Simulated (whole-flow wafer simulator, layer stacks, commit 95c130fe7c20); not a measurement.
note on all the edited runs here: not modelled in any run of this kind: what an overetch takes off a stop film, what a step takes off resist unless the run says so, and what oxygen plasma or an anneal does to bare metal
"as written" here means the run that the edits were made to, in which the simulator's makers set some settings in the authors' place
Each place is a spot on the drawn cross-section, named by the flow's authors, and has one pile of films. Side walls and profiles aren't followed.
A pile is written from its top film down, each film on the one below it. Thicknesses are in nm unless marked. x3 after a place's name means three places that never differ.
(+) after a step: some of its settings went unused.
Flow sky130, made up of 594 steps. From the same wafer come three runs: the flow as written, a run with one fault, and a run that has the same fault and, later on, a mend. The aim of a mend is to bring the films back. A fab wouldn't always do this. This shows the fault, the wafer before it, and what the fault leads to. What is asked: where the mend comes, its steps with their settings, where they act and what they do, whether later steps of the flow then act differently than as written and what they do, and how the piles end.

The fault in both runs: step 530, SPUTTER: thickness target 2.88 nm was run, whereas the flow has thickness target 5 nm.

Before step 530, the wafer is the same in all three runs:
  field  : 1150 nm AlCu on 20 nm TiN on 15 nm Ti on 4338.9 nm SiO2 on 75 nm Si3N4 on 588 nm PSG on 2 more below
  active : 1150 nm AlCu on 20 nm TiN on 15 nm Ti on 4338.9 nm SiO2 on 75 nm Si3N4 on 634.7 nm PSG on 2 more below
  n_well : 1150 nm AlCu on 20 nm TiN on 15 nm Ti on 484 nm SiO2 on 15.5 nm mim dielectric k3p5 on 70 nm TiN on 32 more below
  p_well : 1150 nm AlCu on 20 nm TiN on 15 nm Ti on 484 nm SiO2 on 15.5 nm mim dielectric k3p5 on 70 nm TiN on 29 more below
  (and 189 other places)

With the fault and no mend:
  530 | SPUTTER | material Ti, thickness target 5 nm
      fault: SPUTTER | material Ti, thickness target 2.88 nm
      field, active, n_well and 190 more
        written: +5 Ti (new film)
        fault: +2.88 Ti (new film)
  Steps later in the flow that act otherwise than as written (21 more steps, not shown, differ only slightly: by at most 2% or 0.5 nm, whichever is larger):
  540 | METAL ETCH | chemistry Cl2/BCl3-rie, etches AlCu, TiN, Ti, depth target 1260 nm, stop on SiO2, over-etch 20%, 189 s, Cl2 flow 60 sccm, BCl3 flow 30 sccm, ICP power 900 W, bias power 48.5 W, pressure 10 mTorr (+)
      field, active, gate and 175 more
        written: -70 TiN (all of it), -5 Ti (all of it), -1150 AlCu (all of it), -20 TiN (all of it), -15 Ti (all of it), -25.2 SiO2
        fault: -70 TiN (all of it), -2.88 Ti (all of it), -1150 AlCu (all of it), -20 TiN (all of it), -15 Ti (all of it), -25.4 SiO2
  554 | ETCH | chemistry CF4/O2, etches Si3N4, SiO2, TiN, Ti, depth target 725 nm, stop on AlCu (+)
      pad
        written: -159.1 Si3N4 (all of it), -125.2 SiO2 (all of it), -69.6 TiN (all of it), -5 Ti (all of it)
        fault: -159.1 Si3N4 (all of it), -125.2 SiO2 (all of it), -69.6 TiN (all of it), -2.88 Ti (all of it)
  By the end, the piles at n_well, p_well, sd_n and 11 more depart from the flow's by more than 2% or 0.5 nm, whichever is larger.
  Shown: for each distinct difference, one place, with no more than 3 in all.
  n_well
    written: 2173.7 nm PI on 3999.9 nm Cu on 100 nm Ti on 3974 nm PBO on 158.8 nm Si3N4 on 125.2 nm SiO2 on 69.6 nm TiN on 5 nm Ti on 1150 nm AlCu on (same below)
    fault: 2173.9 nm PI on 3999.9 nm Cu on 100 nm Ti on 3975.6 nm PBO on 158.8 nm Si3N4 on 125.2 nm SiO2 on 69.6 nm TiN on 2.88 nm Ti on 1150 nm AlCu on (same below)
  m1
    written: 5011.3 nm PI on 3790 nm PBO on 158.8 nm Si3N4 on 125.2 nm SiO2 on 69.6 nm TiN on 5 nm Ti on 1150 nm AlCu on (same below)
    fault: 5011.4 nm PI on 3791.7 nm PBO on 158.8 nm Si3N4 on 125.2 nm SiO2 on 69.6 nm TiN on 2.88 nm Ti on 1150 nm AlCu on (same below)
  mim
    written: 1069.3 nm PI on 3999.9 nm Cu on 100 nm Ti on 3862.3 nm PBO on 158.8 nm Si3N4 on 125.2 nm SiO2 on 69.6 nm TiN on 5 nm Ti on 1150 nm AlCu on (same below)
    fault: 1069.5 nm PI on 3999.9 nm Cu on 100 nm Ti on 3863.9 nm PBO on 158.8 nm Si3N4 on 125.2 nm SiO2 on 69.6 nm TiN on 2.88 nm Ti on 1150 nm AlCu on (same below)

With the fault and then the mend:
  After step 530 comes the mend.
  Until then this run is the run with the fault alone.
  530a | SPUTTER | material Ti, thickness target 2.12 nm (the flow's step 530, run once more with other settings)
      field, active, n_well and 190 more
        +2.12 Ti
  Every later step of the flow that is run acts as written at every place that is followed.
  At every place that both follow, the piles at the end match the flow's.
